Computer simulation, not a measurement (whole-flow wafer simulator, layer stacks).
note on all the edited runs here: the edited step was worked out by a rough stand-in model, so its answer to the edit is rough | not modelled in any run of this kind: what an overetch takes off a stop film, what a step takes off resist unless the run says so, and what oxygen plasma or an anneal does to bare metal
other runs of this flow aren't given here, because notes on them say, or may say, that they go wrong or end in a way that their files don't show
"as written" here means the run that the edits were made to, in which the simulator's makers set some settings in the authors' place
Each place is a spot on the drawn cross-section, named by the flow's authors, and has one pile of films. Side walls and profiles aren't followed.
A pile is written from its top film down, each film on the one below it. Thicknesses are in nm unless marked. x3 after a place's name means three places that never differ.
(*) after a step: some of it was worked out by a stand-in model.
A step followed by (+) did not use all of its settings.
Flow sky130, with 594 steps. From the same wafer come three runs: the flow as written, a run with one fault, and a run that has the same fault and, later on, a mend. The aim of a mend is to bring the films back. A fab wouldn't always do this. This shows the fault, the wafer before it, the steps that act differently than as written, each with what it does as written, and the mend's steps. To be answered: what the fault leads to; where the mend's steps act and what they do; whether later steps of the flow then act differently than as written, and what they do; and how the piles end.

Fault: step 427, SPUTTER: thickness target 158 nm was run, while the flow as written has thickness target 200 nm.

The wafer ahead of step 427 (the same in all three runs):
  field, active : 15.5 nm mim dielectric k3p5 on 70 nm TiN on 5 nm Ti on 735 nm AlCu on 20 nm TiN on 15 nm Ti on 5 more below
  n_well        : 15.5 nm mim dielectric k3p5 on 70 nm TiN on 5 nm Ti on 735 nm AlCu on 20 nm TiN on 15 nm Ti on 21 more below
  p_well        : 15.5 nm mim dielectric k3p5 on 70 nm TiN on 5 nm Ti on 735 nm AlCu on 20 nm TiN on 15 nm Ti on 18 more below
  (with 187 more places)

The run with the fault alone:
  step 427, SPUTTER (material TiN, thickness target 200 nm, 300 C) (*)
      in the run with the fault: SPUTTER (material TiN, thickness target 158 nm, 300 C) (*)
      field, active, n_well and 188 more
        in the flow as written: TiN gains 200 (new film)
        in the run with the fault: TiN gains 158 (new film)
  Steps further on in the flow that do not act as written (3 other steps are not shown; they differ only slightly, by no more than 2% or 0.5 nm, whichever is larger):
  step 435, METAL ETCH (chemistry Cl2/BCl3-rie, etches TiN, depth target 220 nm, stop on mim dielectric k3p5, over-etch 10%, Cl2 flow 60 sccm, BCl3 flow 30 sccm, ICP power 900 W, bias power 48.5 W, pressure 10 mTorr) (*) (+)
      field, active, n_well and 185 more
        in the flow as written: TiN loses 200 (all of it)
        in the run with the fault: TiN loses 158 (all of it)
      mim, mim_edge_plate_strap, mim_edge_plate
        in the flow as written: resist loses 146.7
        in the run with the fault: resist loses 115.9
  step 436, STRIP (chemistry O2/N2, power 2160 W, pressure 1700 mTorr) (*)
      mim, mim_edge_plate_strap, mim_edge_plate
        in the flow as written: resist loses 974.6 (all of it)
        in the run with the fault: resist loses 1005.4 (all of it)
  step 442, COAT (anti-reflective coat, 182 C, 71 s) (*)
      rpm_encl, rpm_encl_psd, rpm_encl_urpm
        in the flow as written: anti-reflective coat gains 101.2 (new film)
        in the run with the fault: anti-reflective coat gains 104.3 (new film)
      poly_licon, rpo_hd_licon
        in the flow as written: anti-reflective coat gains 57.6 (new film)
        in the run with the fault: anti-reflective coat gains 69.2 (new film)
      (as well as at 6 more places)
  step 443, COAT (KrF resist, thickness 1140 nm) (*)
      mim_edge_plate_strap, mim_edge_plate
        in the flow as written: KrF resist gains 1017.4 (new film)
        in the run with the fault: KrF resist gains 1059.4 (new film)
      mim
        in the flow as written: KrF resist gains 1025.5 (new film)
        in the run with the fault: KrF resist gains 1063.3 (new film)
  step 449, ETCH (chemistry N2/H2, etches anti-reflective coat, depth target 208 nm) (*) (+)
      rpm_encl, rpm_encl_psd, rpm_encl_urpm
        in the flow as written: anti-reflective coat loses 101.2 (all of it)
        in the run with the fault: anti-reflective coat loses 104.3 (all of it)
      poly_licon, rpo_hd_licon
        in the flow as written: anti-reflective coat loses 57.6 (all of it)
        in the run with the fault: anti-reflective coat loses 69.2 (all of it)
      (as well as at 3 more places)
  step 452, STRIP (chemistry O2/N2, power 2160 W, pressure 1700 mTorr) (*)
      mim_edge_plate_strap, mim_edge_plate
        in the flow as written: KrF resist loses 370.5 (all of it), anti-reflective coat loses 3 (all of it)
        in the run with the fault: KrF resist loses 412.4 (all of it), anti-reflective coat loses 3 (all of it)
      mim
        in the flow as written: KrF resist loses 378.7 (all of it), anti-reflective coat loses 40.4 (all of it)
        in the run with the fault: KrF resist loses 416.4 (all of it), anti-reflective coat loses 31.8 (all of it)
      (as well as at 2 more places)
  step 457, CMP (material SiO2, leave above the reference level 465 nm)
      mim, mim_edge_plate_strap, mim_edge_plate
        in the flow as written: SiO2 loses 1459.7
        in the run with the fault: SiO2 loses 1417.7
  The piles end different from the flow's at mim, mim_edge_plate_strap, mim_edge_plate by more than 2% or 0.5 nm, whichever is larger.
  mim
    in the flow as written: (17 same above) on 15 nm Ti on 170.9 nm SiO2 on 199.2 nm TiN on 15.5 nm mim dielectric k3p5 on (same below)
    in the run with the fault: (17 same above) on 15 nm Ti on 212.9 nm SiO2 on 157.2 nm TiN on 15.5 nm mim dielectric k3p5 on (same below)
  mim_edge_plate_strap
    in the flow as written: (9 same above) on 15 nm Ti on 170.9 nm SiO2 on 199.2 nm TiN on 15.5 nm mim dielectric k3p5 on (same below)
    in the run with the fault: (9 same above) on 15 nm Ti on 212.9 nm SiO2 on 157.2 nm TiN on 15.5 nm mim dielectric k3p5 on (same below)
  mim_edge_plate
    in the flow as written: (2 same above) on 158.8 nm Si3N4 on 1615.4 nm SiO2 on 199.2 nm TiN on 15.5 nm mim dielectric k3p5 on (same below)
    in the run with the fault: (2 same above) on 158.8 nm Si3N4 on 1657.4 nm SiO2 on 157.2 nm TiN on 15.5 nm mim dielectric k3p5 on (same below)

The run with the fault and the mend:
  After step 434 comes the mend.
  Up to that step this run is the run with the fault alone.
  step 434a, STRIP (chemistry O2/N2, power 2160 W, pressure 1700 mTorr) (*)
      mim, mim_edge_plate_strap, mim_edge_plate
        resist loses 1121.3 (all of it)
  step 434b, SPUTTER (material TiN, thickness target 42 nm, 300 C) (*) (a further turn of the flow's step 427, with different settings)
      field, active, n_well and 188 more
        TiN gains 42
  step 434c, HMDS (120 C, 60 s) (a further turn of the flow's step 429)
      leaves every film unchanged at each place that is followed
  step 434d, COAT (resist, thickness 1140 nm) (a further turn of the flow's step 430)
      field, active, n_well and 186 more
        resist gains 1140 (new film)
      m1, via2_hole
        resist gains 1140.6 (new film)
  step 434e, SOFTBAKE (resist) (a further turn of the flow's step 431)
      leaves every film unchanged at each place that is followed
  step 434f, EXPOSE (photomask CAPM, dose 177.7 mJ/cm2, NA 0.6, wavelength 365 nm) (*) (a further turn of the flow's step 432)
      leaves every film unchanged at each place that is followed
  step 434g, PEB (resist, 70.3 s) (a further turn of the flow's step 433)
      field, active, n_well and 188 more
        resist loses 18.7
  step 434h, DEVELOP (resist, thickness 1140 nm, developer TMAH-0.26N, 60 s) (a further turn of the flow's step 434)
      field, active, n_well and 183 more
        resist loses 1121.3 (all of it)
      m1, via2_hole
        resist loses 1121.9 (all of it)
  None of the later steps of the flow acts differently than as written at any place that is followed.
  At every place that both follow, the piles at the end match the flow's.
